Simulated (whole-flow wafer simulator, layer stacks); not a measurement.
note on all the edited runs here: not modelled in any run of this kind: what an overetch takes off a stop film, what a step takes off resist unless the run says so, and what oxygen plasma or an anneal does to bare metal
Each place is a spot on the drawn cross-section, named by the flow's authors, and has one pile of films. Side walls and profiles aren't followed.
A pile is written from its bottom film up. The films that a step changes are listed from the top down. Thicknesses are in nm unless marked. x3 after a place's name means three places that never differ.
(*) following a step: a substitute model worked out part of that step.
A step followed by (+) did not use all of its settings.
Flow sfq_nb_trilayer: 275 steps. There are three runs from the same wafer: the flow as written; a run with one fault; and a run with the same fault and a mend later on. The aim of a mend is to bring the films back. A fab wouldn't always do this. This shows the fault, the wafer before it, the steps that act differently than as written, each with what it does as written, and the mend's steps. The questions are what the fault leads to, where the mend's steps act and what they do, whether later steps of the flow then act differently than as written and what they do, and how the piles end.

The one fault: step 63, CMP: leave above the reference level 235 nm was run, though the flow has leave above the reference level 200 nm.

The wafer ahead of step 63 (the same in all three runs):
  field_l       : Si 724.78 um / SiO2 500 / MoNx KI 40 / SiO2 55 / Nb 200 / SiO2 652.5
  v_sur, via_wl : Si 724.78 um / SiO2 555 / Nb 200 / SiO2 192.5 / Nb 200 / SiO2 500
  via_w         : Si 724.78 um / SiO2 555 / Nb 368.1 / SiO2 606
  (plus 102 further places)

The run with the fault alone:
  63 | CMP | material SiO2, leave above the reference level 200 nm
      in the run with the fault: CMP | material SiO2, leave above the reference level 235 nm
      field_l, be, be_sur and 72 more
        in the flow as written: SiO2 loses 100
        in the run with the fault: SiO2 loses 65
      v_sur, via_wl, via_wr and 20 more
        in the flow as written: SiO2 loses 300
        in the run with the fault: SiO2 loses 265
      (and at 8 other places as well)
  Later steps of the flow acting differently than as written (5 other steps are not shown; they differ only slightly, by no more than 2% or 0.5 nm, whichever is larger):
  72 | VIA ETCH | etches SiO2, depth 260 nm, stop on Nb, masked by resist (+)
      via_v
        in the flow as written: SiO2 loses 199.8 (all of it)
        in the run with the fault: SiO2 loses 234.8 (all of it)
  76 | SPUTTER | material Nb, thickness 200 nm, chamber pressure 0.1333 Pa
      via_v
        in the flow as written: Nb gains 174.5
        in the run with the fault: Nb gains 168
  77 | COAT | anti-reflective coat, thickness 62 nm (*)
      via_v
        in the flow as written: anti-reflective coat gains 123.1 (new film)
        in the run with the fault: anti-reflective coat gains 130.6 (new film)
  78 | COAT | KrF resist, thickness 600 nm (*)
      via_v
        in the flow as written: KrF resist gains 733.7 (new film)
        in the run with the fault: KrF resist gains 762 (new film)
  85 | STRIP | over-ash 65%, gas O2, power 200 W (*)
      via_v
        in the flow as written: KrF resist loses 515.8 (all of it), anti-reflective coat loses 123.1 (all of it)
        in the run with the fault: KrF resist loses 544 (all of it), anti-reflective coat loses 130.6 (all of it)
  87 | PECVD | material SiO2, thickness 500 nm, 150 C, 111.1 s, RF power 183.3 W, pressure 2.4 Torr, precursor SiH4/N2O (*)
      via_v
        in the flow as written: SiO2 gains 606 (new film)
        in the run with the fault: SiO2 gains 647.6 (new film)
  The piles end different from the flow's at v_sur, via_wl, via_w and 36 more by more than 2% or 0.5 nm, whichever is larger.
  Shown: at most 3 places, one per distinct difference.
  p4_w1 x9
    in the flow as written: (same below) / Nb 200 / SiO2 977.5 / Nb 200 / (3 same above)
    in the run with the fault: (same below) / Nb 200 / SiO2 1012.5 / Nb 200 / (3 same above)
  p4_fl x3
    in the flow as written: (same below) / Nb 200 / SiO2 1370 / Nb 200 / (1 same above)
    in the run with the fault: (same below) / Nb 200 / SiO2 1405 / Nb 200 / (1 same above)
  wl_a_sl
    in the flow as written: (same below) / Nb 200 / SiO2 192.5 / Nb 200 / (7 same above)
    in the run with the fault: (same below) / Nb 200 / SiO2 227.5 / Nb 200 / (7 same above)

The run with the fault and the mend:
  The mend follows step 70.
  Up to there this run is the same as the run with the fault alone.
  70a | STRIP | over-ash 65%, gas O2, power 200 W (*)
      field_l, v_sur, via_wl and 102 more
        KrF resist loses 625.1 (all of it), anti-reflective coat loses 62 (all of it)
      via_v
        anti-reflective coat loses 62 (all of it)
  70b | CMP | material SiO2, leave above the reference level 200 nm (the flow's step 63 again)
      field_l, v_sur, via_wl and 103 more
        SiO2 loses 35
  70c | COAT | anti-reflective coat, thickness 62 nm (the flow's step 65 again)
      field_l, v_sur, via_wl and 103 more
        anti-reflective coat gains 62 (new film)
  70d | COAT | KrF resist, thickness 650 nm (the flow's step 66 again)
      field_l, v_sur, via_wl and 103 more
        KrF resist gains 650 (new film)
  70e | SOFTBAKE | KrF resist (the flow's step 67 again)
      alters no film at any place that is followed
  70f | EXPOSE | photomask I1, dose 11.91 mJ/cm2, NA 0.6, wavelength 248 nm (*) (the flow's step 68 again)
      alters no film at any place that is followed
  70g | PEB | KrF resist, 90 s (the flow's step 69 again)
      field_l, v_sur, via_wl and 103 more
        KrF resist loses 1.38
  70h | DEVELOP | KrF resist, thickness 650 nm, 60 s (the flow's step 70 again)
      field_l, v_sur, via_wl and 102 more
        KrF resist loses 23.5
      via_v
        KrF resist loses 648.6 (all of it)
  Later steps of the flow that are run all act as written at every place that is followed.
  At every place that both follow, the piles at the end match the flow's.
